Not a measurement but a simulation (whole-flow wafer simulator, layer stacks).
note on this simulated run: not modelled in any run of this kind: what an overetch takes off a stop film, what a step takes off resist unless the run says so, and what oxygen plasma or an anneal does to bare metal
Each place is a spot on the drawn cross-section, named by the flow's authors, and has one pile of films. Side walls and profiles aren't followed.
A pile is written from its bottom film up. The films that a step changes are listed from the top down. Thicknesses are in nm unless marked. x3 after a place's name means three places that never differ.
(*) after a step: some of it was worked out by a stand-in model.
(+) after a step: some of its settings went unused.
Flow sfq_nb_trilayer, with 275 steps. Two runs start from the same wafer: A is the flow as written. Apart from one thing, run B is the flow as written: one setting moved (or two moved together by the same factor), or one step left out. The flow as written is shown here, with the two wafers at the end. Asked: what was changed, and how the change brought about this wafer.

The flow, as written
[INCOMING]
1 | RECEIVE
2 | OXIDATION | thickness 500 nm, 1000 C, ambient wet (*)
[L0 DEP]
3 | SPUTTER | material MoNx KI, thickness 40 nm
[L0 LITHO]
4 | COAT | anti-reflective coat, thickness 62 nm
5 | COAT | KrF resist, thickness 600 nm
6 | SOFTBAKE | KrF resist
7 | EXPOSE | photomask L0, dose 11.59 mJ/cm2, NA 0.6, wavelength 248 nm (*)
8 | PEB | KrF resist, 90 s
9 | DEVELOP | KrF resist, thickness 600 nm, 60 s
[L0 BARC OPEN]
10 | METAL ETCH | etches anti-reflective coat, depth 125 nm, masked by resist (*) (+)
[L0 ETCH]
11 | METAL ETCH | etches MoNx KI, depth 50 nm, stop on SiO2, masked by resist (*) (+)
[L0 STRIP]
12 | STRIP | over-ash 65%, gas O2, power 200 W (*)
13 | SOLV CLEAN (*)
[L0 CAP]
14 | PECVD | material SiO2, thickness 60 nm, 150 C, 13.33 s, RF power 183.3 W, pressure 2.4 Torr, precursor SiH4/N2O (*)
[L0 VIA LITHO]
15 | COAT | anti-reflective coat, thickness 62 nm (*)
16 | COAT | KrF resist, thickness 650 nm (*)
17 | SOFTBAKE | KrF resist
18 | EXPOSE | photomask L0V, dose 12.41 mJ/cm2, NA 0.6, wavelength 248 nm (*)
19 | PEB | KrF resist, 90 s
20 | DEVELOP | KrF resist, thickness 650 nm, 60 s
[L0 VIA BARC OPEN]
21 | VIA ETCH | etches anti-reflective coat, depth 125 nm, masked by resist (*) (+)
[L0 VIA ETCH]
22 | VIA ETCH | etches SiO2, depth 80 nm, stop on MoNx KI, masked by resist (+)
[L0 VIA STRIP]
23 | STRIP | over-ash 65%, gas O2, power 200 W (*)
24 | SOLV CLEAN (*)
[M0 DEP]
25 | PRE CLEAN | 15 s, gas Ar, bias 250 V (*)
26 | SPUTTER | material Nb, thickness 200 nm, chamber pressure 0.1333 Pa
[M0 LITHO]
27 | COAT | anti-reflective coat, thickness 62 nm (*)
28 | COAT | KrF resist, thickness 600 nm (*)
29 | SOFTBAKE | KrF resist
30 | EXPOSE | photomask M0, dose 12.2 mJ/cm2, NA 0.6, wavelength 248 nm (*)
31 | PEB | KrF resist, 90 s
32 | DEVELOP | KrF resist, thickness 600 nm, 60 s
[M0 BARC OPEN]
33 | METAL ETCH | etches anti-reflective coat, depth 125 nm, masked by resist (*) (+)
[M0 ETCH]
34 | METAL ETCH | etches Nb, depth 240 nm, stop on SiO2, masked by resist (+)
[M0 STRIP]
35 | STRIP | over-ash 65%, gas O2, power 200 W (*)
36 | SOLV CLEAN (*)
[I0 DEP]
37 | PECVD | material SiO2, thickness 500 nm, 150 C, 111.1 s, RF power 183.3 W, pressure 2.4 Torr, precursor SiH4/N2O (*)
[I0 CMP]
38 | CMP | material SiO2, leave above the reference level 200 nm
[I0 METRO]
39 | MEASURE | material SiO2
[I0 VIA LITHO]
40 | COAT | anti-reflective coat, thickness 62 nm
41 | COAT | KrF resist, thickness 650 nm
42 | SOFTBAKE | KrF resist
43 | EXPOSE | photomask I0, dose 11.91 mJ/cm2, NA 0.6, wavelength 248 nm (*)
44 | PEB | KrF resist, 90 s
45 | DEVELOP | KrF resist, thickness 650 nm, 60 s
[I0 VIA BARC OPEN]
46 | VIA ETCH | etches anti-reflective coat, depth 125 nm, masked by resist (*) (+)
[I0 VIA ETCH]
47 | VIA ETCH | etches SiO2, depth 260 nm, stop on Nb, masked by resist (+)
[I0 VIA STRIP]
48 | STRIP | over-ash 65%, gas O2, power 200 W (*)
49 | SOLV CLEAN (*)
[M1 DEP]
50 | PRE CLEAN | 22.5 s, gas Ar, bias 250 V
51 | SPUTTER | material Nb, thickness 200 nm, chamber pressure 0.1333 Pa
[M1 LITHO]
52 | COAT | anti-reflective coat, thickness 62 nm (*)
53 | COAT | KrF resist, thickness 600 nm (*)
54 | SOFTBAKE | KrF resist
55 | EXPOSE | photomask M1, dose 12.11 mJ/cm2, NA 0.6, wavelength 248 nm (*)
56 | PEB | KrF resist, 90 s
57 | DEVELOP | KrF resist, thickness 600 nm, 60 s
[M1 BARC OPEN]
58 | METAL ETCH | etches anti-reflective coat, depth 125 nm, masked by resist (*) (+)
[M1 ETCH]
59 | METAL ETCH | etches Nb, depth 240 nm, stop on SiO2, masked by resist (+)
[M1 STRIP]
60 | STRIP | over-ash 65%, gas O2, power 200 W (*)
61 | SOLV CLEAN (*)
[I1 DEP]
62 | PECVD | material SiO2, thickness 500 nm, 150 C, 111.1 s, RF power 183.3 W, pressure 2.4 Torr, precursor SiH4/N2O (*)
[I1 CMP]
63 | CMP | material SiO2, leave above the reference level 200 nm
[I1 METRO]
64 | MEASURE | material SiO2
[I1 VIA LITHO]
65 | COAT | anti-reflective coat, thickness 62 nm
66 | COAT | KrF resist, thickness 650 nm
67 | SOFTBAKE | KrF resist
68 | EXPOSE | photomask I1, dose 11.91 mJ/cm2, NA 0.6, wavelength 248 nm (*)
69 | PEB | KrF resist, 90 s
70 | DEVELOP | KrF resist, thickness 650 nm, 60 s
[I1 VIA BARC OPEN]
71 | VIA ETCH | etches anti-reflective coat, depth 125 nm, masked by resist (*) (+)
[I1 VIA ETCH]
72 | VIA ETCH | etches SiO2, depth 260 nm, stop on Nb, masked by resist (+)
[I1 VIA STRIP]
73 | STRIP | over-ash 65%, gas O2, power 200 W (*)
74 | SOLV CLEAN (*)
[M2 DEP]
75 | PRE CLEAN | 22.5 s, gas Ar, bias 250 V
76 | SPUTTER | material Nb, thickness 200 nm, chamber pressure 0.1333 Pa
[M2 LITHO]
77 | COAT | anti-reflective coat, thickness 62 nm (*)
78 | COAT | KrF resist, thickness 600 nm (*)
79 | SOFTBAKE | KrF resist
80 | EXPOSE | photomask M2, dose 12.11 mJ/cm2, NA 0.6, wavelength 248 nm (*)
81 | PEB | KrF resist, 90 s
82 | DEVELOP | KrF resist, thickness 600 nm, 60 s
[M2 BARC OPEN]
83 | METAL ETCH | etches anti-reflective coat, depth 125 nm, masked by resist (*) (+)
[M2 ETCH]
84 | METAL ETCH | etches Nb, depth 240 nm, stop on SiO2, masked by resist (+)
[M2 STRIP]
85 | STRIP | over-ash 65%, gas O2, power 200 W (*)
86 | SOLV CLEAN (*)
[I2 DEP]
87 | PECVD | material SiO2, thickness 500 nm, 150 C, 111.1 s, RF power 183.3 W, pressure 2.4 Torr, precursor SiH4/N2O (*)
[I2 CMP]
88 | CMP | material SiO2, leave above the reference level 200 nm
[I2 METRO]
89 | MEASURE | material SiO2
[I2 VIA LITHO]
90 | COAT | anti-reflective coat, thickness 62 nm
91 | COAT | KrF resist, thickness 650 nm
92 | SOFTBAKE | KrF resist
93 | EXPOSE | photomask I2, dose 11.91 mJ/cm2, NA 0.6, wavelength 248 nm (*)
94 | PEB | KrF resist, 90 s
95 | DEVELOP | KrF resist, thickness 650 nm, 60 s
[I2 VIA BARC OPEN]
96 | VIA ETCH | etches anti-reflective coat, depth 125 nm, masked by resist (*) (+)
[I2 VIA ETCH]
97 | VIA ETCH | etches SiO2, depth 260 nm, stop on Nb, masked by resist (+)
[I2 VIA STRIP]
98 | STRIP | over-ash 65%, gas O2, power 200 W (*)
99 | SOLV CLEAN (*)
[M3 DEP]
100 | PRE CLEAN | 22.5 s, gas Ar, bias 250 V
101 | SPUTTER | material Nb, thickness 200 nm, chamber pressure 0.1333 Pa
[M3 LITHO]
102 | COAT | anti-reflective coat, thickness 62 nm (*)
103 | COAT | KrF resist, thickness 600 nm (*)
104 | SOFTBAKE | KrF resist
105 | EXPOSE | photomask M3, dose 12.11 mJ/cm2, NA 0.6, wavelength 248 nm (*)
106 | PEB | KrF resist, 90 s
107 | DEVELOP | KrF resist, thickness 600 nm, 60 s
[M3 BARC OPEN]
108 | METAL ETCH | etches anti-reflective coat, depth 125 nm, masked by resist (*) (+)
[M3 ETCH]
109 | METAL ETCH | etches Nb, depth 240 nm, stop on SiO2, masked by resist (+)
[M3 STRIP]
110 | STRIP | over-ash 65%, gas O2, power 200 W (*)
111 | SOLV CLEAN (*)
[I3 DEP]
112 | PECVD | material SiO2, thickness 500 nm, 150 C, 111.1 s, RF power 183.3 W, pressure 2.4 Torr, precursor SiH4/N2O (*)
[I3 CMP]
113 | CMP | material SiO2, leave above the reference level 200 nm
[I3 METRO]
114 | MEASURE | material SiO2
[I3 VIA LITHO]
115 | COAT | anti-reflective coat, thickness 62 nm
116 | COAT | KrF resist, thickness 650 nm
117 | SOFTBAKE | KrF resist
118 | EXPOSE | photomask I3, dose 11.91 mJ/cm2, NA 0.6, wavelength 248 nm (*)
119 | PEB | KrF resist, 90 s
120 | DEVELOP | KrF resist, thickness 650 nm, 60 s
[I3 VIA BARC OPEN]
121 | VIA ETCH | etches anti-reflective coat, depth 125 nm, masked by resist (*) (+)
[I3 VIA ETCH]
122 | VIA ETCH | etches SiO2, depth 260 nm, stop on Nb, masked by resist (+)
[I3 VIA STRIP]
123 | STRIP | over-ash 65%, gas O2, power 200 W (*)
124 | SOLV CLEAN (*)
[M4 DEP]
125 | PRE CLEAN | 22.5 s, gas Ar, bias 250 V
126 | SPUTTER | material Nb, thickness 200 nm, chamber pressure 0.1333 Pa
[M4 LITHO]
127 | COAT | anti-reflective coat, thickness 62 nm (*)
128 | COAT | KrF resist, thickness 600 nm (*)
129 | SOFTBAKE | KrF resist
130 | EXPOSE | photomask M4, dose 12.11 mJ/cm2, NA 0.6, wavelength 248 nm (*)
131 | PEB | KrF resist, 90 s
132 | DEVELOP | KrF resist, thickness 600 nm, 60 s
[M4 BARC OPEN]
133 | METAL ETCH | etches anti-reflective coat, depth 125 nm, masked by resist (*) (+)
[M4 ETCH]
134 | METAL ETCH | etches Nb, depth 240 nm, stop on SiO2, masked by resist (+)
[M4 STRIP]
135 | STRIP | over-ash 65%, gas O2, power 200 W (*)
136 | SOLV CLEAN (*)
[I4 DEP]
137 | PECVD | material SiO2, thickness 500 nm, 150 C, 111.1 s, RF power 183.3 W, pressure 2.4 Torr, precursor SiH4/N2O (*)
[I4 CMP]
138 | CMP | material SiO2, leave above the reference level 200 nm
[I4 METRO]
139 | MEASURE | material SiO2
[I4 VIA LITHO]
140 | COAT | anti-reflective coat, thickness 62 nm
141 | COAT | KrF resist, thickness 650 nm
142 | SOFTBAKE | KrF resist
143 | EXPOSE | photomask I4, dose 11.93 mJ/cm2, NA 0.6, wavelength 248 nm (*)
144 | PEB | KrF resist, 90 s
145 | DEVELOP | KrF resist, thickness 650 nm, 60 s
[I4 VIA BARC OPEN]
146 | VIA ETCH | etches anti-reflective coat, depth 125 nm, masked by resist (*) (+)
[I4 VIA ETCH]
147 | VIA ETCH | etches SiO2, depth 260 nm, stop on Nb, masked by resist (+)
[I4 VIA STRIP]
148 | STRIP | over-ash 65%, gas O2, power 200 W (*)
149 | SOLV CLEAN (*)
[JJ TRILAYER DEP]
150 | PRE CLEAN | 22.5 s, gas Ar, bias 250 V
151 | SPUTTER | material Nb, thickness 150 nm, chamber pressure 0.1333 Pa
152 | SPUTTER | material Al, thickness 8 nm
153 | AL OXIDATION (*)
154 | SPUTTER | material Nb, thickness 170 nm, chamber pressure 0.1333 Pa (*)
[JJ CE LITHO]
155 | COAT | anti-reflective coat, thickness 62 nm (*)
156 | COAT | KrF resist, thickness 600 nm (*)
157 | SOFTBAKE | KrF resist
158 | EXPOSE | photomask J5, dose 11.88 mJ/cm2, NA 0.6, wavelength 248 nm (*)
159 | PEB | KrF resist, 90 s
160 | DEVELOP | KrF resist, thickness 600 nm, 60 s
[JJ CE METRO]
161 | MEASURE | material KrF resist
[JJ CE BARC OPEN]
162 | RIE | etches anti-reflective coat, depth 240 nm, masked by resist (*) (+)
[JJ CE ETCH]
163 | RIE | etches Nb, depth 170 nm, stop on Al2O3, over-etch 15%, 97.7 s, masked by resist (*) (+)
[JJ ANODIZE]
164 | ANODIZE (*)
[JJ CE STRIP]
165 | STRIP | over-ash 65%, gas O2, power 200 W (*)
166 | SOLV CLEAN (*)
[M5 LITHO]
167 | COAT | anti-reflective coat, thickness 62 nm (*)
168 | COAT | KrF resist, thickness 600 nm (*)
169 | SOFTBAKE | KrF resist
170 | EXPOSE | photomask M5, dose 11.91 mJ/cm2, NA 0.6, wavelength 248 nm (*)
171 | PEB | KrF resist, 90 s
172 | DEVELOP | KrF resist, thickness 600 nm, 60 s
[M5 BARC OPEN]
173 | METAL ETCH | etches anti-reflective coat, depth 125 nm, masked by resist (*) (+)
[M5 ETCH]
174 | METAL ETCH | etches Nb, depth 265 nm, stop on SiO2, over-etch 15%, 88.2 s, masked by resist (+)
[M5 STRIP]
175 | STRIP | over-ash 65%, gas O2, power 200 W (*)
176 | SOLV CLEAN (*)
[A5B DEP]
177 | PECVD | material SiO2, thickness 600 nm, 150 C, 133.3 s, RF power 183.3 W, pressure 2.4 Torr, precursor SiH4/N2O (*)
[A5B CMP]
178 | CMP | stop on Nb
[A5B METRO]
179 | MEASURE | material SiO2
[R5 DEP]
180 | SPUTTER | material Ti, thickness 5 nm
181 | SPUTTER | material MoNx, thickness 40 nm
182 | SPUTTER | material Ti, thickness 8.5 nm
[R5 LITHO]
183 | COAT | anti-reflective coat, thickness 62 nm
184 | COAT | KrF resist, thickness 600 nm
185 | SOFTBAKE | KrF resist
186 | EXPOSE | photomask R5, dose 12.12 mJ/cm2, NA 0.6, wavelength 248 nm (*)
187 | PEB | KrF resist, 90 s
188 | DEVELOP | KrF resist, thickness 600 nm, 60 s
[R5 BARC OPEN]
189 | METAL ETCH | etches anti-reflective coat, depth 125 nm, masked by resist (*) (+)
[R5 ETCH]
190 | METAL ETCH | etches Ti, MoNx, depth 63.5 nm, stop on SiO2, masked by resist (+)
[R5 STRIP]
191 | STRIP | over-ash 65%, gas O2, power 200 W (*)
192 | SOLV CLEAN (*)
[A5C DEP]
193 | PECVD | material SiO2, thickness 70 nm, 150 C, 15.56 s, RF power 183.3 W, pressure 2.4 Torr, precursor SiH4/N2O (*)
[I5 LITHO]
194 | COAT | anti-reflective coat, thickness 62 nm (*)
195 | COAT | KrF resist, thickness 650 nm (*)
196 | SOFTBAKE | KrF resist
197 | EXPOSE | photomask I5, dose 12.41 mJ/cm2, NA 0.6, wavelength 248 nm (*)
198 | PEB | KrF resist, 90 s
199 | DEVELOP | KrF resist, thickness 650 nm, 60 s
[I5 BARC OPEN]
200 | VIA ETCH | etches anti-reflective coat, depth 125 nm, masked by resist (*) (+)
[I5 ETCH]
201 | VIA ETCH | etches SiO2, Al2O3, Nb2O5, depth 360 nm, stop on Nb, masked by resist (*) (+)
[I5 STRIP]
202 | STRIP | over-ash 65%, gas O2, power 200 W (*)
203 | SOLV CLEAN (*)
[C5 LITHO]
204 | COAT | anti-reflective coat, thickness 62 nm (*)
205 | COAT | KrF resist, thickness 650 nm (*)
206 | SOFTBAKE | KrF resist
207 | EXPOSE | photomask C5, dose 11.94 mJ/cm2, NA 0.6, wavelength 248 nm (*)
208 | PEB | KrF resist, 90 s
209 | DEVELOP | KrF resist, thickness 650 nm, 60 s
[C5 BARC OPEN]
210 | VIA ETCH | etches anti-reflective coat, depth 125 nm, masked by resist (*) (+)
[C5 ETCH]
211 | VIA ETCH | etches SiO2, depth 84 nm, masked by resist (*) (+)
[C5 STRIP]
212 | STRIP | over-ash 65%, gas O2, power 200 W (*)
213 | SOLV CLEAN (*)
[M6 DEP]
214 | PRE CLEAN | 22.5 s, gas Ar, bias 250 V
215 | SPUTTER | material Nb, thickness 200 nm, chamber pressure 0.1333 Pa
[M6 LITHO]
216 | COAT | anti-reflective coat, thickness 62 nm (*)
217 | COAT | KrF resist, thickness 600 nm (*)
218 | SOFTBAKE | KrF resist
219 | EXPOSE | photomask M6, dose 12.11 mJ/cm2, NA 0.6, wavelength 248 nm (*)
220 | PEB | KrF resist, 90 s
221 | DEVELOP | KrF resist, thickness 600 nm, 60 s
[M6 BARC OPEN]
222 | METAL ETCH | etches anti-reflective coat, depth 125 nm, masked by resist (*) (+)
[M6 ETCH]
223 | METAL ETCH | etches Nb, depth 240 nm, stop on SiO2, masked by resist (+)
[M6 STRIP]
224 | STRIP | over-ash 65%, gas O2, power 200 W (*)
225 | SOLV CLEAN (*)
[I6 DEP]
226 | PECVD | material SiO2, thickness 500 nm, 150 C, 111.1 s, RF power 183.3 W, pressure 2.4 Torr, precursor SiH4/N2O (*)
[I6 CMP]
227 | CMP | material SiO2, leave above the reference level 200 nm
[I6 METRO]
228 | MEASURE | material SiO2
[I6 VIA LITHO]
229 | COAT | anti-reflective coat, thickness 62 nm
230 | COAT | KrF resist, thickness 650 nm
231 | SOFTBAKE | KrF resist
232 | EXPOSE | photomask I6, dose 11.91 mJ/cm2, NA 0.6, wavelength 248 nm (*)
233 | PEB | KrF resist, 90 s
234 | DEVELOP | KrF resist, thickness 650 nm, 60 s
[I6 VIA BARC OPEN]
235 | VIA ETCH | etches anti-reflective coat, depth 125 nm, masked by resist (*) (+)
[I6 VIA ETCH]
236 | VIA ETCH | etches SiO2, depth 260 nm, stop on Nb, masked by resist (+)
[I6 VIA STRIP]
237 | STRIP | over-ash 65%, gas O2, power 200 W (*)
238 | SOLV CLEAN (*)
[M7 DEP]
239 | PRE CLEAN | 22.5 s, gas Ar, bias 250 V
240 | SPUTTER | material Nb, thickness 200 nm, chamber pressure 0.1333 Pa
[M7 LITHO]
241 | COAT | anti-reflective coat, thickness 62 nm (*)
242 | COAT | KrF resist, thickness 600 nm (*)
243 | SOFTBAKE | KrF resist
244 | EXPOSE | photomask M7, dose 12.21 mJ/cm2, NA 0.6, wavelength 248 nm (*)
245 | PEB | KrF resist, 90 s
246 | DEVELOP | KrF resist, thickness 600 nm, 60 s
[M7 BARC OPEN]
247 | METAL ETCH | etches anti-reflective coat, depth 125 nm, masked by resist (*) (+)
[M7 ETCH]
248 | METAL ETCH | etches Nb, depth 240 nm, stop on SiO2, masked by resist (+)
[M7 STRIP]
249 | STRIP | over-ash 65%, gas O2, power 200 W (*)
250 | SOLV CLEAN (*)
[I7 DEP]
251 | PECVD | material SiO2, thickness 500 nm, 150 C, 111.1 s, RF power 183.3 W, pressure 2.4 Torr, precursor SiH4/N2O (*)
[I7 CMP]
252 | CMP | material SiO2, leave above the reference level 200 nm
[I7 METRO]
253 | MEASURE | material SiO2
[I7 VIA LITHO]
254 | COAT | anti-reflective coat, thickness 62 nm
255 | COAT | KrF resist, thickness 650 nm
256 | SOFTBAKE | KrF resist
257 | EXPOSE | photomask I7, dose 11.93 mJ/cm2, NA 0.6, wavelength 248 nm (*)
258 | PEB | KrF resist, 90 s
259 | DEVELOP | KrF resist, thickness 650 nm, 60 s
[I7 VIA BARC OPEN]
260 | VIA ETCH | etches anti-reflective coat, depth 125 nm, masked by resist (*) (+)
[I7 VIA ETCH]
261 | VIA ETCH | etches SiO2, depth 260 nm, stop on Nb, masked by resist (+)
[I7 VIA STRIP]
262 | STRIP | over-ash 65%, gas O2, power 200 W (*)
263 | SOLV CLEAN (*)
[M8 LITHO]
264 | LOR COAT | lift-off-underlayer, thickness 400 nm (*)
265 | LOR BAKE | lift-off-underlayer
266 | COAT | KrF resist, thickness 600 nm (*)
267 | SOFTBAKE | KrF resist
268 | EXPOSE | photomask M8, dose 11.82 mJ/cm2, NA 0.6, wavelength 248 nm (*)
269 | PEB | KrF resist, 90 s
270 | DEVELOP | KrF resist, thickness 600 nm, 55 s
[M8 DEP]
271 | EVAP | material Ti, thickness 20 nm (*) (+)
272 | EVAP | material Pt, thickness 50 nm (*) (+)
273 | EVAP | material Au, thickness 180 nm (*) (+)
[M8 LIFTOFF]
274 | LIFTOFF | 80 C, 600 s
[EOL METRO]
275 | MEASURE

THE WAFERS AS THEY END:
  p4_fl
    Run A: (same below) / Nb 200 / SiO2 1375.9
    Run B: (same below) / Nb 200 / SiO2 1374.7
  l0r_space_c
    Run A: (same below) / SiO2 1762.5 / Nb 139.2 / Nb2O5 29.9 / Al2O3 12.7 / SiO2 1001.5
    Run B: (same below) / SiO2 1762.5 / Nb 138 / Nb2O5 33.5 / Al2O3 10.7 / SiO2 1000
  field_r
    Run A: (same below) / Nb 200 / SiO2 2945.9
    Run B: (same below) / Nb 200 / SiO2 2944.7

Cause: step 152, SPUTTER: thickness 6.8 nm was run, though the flow has thickness 8 nm.

The path from the change to this, step by step:
  152 | SPUTTER | material Al, thickness 8 nm
      field_l, v_sur, via_sp and 100 more: A +8 Al (new film) | B +6.8 Al (new film)
      via_wl, via_wr: A +5.14 Al (new film) | B +4.37 Al (new film)
      (also at 1 further place)
  164 | ANODIZE (*)
      field_l, v_sur, via_sp and 96 more: A +12.2 Al2O3, +29.9 Nb2O5 (new film), -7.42 Al (all of it), -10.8 Nb | B +10.3 Al2O3, +33.5 Nb2O5 (new film), -6.22 Al (all of it), -12 Nb
      via_wl, via_wr: A +7.52 Al2O3 (new film), +39.2 Nb2O5 (new film), -4.56 Al (all of it), -14.1 Nb | B +6.25 Al2O3 (new film), +41.5 Nb2O5 (new film), -3.79 Al (all of it), -14.9 Nb
      (also at 1 further place)
  167 | COAT | anti-reflective coat, thickness 62 nm (*)
      ce_l: A +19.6 anti-reflective coat (new film) | B +18.8 anti-reflective coat (new film)
      ce_r: A +19.7 anti-reflective coat (new film) | B +18.8 anti-reflective coat (new film)
  174 | METAL ETCH | etches Nb, depth 265 nm, stop on SiO2, over-etch 15%, 88.2 s, masked by resist (+)
      field_l, r_sur, res and 50 more: A -12.6 Al2O3 (all of it), -29.9 Nb2O5 (all of it), -139.2 Nb (all of it), -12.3 SiO2 | B -10.6 Al2O3 (all of it), -33.5 Nb2O5 (all of it), -138 Nb (all of it), -12.3 SiO2
  175 | STRIP | over-ash 65%, gas O2, power 200 W (*)
      ce_l: A -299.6 KrF resist (all of it), -19.6 anti-reflective coat (all of it) | B -301.5 KrF resist (all of it), -18.8 anti-reflective coat (all of it)
      ce_r: A -299.9 KrF resist (all of it), -19.7 anti-reflective coat (all of it) | B -301.7 KrF resist (all of it), -18.8 anti-reflective coat (all of it)
  201 | VIA ETCH | etches SiO2, Al2O3, Nb2O5, depth 360 nm, stop on Nb, masked by resist (*) (+)
      be: A -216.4 SiO2 (all of it), -12.7 Al2O3 (all of it), -29.9 Nb2O5 (all of it) | B -214.9 SiO2 (all of it), -10.7 Al2O3 (all of it), -33.5 Nb2O5 (all of it)
